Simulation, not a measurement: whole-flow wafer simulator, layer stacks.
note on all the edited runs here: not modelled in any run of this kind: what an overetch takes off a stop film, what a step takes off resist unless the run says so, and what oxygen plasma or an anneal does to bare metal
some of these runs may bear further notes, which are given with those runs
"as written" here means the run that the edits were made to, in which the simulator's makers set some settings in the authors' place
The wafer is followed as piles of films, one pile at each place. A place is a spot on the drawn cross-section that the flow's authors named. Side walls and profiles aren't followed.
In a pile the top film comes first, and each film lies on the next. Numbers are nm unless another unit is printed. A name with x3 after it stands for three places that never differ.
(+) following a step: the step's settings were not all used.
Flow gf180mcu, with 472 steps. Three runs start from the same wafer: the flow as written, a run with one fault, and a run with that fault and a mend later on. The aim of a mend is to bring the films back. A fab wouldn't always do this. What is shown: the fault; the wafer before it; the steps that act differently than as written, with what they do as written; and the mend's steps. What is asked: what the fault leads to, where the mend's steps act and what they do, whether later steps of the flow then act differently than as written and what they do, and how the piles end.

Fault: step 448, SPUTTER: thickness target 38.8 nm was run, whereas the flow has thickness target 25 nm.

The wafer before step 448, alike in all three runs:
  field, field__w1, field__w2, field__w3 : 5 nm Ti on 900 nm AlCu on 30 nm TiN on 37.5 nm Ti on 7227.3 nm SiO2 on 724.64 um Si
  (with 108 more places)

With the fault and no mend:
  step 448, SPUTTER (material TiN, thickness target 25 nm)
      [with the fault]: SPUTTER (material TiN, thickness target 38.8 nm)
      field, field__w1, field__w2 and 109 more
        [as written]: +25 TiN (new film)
        [with the fault]: +38.8 TiN (new film)
  Steps further on in the flow that do not act as written (4 more steps, not shown, differ only slightly: by at most 2% or 0.5 nm, whichever is larger):
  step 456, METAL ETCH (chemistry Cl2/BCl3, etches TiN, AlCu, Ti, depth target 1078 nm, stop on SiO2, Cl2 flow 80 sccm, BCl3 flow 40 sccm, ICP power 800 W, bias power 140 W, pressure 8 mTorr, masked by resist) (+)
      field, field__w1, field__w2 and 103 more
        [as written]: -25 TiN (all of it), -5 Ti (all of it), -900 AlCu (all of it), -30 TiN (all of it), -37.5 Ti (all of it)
        [with the fault]: -38.8 TiN (all of it), -5 Ti (all of it), -900 AlCu (all of it), -30 TiN (all of it), -37.5 Ti (all of it)
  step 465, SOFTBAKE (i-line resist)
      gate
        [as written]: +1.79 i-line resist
        [with the fault]: -0.24 i-line resist
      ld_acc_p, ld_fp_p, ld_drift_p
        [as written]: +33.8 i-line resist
        [with the fault]: +27.5 i-line resist
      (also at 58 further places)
  The piles end different from the flow's at field__w8, contact, m1, m1__w1, pad, m1_nw by more than 2% or 0.5 nm, whichever is larger.
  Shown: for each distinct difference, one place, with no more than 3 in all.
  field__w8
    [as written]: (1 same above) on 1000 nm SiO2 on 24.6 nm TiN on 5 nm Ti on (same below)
    [with the fault]: (1 same above) on 1000 nm SiO2 on 38.4 nm TiN on 5 nm Ti on (same below)
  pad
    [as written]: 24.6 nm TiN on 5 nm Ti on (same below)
    [with the fault]: 38.4 nm TiN on 5 nm Ti on (same below)

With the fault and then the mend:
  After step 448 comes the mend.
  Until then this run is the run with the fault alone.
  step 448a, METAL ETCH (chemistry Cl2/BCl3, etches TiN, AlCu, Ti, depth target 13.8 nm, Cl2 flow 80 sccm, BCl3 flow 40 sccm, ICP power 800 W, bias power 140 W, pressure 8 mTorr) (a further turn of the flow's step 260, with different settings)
      field, field__w1, field__w2 and 109 more
        -13.8 TiN
  None of the later steps of the flow acts differently than as written at any place that is followed.
  At every place that both follow, the piles at the end match the flow's.
